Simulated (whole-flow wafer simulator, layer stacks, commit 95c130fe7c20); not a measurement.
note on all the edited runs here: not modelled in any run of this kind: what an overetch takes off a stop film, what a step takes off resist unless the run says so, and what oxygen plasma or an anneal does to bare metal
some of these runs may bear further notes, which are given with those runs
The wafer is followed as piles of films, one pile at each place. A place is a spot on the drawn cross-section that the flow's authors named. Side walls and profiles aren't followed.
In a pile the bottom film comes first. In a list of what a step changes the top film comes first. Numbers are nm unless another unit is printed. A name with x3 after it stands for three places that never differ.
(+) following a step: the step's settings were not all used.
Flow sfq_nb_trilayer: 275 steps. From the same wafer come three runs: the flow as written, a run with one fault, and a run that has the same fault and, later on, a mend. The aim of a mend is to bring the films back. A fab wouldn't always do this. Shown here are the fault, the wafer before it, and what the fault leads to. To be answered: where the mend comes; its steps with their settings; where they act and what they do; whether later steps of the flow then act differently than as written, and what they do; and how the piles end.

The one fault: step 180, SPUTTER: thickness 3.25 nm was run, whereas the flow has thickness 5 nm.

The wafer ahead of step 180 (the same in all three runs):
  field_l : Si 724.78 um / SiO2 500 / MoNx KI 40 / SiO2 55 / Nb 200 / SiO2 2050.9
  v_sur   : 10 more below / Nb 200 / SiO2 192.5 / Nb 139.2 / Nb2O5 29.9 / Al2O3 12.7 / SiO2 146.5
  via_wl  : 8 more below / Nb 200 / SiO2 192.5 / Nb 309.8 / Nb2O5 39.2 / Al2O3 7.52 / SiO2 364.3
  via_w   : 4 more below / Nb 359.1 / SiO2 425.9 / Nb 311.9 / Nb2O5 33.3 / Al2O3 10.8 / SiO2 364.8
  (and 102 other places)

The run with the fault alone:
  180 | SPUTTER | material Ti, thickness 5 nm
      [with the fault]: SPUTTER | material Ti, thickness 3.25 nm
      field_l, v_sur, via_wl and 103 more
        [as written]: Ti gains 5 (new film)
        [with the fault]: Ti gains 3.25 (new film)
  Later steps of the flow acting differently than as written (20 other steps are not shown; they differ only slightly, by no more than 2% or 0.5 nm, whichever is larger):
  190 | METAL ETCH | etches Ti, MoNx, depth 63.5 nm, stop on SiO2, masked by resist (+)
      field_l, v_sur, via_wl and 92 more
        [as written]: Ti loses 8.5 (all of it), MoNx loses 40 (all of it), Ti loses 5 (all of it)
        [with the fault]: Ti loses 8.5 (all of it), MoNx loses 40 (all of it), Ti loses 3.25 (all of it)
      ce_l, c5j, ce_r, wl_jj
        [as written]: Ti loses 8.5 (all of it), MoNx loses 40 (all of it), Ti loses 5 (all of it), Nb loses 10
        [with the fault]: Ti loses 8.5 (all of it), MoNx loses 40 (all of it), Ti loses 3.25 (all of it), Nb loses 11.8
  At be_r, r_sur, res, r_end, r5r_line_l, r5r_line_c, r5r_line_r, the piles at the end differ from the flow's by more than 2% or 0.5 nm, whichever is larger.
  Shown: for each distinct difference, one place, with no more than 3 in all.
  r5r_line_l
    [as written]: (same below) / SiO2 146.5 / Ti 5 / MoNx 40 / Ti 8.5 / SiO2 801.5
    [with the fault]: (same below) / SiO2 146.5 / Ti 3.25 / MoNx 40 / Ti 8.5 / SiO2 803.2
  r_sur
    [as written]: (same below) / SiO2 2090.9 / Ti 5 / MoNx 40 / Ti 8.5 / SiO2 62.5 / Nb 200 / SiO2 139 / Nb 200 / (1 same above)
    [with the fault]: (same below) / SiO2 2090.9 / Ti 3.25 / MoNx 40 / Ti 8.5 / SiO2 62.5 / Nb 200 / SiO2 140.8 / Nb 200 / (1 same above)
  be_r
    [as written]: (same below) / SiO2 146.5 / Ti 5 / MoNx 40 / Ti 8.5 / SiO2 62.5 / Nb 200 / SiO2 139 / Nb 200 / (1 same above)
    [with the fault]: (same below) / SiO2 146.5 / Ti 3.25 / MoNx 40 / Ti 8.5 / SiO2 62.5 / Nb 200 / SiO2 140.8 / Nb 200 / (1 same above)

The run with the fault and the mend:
  The mend stands after step 180.
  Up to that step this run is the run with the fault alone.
  180a | SPUTTER | material Ti, thickness 1.75 nm (a further turn of the flow's step 180, with different settings)
      field_l, v_sur, via_wl and 103 more
        Ti gains 1.75
  Later steps of the flow that are run all act as written at every place that is followed.
  At every place that both follow, the piles at the end match the flow's.
